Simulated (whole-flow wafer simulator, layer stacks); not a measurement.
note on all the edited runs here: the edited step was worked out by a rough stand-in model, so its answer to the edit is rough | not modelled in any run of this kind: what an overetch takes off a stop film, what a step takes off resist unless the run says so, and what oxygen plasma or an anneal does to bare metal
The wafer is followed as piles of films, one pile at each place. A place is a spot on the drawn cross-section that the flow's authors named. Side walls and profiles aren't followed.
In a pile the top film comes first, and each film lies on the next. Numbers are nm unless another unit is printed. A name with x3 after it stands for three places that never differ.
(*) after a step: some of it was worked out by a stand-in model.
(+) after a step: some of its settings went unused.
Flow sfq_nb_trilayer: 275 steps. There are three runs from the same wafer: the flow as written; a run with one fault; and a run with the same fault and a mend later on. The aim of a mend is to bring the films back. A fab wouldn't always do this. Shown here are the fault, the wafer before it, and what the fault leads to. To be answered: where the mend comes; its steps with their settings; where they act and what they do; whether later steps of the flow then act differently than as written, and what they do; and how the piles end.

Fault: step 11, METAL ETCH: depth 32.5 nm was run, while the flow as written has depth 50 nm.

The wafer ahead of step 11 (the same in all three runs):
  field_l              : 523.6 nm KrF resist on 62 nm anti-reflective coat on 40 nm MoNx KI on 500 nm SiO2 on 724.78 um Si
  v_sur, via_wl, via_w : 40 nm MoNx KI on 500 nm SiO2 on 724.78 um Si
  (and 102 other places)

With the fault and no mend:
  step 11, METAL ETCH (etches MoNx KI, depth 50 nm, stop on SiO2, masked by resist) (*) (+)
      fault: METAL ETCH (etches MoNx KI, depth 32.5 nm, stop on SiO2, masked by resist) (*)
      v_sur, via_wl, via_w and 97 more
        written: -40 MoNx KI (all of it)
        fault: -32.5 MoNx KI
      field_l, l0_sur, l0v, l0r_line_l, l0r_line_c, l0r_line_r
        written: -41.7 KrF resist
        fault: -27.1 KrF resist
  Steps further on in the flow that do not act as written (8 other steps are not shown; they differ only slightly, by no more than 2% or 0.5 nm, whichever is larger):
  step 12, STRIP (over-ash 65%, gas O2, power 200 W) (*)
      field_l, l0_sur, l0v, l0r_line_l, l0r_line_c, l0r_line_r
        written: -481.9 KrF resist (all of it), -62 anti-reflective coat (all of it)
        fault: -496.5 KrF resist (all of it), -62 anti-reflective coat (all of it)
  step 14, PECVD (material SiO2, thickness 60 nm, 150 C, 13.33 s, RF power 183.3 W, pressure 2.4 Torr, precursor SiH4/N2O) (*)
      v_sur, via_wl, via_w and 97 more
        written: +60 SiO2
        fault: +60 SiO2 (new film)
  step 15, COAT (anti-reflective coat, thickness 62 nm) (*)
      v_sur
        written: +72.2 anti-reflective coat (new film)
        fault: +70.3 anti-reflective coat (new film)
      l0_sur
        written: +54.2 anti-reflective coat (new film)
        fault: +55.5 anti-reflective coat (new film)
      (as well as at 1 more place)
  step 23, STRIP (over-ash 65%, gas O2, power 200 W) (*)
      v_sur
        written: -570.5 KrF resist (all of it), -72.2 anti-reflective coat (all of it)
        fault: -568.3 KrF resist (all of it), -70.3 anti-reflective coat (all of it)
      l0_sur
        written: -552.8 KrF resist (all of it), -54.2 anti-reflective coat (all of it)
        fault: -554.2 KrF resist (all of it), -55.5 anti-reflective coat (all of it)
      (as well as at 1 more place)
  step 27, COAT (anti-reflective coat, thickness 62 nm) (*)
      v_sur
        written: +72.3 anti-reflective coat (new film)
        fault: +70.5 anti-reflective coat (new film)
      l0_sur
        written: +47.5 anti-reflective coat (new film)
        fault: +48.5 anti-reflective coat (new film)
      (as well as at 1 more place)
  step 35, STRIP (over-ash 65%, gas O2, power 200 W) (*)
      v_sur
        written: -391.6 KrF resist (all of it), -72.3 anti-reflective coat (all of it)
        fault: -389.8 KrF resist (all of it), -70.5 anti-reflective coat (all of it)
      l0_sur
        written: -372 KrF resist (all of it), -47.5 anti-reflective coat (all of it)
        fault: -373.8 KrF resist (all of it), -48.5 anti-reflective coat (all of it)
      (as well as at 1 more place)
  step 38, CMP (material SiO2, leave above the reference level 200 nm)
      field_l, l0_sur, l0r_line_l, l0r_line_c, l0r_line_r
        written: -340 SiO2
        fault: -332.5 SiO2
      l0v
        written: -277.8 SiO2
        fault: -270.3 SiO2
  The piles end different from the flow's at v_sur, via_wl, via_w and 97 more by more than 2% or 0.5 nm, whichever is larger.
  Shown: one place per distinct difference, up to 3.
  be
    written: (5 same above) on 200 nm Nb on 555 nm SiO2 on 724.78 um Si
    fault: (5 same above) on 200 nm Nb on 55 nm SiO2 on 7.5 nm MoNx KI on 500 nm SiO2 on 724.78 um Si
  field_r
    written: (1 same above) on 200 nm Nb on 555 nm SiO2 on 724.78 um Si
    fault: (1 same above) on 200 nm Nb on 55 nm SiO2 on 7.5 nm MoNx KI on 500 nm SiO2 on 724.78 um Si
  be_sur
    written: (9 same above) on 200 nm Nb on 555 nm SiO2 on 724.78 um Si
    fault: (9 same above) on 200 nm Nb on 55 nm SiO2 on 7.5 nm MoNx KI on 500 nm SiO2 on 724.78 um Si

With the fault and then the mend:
  The mend stands after step 11.
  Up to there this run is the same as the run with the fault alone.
  step 11a, METAL ETCH (etches MoNx KI, depth 17.5 nm, stop on SiO2, masked by resist) (+) (the flow's step 11 again, with other settings)
      v_sur, via_wl, via_w and 97 more
        -7.5 MoNx KI (all of it)
      field_l, l0_sur, l0v, l0r_line_l, l0r_line_c, l0r_line_r
        -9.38 KrF resist
  Later steps of the flow that are run all act as written at every place that is followed, up to a difference of at most 2% or 0.5 nm, whichever is larger.
  The piles end the same as the flow's at every place that both follow.
